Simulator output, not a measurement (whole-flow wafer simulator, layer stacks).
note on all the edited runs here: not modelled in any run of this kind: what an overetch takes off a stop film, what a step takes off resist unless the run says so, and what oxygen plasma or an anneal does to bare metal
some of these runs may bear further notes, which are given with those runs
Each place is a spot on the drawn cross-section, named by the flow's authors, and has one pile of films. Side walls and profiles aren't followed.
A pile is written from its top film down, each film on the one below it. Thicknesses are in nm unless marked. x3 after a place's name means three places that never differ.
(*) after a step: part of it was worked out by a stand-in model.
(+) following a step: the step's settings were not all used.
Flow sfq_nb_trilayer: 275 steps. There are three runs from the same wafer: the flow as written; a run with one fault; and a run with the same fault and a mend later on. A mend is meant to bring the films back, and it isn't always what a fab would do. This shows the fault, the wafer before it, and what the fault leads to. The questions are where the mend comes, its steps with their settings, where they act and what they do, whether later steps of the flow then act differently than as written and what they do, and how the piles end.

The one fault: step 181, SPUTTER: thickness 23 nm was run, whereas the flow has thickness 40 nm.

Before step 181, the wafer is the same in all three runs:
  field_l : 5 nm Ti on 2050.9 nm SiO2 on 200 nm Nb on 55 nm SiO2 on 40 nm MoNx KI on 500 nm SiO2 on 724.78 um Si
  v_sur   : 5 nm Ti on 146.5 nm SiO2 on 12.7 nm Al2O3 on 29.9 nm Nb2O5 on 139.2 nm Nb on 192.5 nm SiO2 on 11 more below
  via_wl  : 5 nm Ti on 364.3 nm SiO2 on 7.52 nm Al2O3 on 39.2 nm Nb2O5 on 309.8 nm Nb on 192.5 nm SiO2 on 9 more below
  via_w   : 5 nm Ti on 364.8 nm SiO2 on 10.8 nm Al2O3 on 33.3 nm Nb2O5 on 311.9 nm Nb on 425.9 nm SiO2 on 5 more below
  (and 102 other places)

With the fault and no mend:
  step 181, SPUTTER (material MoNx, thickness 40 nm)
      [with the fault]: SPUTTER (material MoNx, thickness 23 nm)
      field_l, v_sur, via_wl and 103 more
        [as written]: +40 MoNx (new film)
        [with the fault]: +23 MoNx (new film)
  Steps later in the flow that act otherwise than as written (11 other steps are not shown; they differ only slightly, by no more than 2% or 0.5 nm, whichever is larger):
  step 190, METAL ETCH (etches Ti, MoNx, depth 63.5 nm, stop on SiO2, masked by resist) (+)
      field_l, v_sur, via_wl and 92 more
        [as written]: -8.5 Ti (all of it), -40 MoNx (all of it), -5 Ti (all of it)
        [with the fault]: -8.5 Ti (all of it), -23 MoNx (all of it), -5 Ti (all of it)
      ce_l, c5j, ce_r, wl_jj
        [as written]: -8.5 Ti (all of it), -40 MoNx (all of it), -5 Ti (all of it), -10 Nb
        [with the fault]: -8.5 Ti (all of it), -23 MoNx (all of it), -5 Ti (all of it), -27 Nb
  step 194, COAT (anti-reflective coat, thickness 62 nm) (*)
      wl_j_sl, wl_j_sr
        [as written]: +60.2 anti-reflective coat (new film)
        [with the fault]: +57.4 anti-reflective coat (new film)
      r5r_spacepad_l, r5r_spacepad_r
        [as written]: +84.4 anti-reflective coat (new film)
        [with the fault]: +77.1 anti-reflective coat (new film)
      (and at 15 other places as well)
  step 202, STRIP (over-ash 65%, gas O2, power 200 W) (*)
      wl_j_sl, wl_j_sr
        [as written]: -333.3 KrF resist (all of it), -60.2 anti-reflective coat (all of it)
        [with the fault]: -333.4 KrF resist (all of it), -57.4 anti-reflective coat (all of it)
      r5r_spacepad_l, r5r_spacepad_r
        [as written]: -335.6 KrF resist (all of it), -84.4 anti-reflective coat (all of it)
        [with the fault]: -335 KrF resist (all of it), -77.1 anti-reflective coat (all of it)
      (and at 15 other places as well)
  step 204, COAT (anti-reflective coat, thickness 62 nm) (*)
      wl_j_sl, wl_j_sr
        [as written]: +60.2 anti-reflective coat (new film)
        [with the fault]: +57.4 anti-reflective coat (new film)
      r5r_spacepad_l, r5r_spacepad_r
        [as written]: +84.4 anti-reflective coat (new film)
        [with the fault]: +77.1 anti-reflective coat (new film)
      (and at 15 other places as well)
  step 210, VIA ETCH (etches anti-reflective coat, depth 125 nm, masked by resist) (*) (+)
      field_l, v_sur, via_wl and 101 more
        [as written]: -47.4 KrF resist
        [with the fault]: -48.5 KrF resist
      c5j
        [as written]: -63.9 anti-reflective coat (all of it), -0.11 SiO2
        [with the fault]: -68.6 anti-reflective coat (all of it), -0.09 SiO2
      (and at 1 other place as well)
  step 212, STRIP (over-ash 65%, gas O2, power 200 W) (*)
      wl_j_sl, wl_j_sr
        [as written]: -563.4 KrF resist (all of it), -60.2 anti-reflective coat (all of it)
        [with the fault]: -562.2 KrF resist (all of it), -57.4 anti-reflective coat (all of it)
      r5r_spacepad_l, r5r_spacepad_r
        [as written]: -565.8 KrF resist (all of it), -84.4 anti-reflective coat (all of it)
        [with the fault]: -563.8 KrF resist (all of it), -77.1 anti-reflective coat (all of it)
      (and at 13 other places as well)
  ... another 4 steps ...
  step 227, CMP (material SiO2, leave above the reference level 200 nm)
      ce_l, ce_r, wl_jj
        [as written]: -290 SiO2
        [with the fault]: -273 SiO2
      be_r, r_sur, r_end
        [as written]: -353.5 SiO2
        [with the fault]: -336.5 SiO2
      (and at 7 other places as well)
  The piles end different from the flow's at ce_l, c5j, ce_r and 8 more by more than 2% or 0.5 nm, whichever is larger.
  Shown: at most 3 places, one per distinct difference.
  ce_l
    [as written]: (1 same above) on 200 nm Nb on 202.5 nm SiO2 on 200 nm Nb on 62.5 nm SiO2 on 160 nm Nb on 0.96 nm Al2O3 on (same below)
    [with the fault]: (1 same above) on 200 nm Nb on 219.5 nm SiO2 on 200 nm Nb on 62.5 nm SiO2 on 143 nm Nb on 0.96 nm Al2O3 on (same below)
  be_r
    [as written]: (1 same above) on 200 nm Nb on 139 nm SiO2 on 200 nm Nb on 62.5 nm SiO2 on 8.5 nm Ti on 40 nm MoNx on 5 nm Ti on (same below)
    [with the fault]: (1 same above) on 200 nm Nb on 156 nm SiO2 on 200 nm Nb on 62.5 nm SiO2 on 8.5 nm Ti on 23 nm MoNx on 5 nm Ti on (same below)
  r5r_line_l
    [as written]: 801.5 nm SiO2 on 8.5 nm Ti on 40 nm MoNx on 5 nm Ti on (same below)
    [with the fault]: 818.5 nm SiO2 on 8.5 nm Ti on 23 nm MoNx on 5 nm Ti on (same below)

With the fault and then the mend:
  After step 181 comes the mend.
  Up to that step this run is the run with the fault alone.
  step 181a, SPUTTER (material MoNx, thickness 17 nm) (the flow's step 181 again, with other settings)
      field_l, v_sur, via_wl and 103 more
        +17 MoNx
  None of the later steps of the flow acts differently than as written at any place that is followed.
  The piles end the same as the flow's at every place that both follow.
